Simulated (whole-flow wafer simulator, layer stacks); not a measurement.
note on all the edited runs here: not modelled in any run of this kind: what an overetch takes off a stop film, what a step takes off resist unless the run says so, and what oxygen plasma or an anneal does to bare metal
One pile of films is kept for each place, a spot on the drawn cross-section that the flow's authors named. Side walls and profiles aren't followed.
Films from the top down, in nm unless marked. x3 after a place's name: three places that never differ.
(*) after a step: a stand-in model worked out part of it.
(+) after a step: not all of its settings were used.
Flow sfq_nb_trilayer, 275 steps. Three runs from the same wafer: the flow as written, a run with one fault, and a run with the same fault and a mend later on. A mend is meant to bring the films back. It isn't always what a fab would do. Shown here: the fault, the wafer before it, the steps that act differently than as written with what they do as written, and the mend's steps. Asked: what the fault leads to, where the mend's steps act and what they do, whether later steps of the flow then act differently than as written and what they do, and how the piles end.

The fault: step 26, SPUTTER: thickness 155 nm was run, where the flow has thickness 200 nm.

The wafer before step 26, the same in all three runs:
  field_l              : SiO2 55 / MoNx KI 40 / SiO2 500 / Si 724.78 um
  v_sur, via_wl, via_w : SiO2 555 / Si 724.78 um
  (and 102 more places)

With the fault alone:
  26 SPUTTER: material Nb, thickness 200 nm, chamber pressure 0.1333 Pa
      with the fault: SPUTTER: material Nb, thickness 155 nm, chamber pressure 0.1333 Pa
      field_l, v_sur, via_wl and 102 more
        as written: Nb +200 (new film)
        with the fault: Nb +155 (new film)
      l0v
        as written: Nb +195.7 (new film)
        with the fault: Nb +150.8 (new film)
  Later steps of the flow that act differently than as written (5 more steps differ only slightly, by at most 2% or 0.5 nm, whichever is larger, and aren't shown):
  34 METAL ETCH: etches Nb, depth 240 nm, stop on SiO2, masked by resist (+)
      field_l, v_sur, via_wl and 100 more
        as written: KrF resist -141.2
        with the fault: KrF resist -136.8
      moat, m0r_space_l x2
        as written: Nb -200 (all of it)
        with the fault: Nb -155 (all of it)
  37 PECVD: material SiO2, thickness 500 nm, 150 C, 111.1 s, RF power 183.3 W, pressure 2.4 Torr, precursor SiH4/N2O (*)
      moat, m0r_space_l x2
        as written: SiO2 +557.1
        with the fault: SiO2 +512.1
  At the end the piles differ from the flow's by more than 2% or 0.5 nm, whichever is larger, at field_l, v_sur, via_wl and 100 more.
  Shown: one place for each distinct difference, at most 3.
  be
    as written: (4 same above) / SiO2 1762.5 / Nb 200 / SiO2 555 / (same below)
    with the fault: (4 same above) / SiO2 1762.5 / Nb 155 / SiO2 555 / (same below)
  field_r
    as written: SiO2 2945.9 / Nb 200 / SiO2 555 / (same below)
    with the fault: SiO2 2945.9 / Nb 155 / SiO2 555 / (same below)
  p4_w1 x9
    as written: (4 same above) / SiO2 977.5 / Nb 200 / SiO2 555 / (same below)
    with the fault: (4 same above) / SiO2 977.5 / Nb 155 / SiO2 555 / (same below)

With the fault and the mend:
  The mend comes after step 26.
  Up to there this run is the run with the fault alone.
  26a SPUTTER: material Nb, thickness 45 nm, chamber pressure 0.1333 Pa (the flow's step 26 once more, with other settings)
      field_l, via_wl, via_w and 100 more
        Nb +45
      v_sur
        Nb +43.4
      lsp_r
        Nb +44.3
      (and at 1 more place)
  No later step of the flow acts differently than as written, at any place that is followed, by more than 2% or 0.5 nm, whichever is larger.
  At the end the piles differ from the flow's only slightly at the places that both follow, by at most 2% or 0.5 nm, whichever is larger.
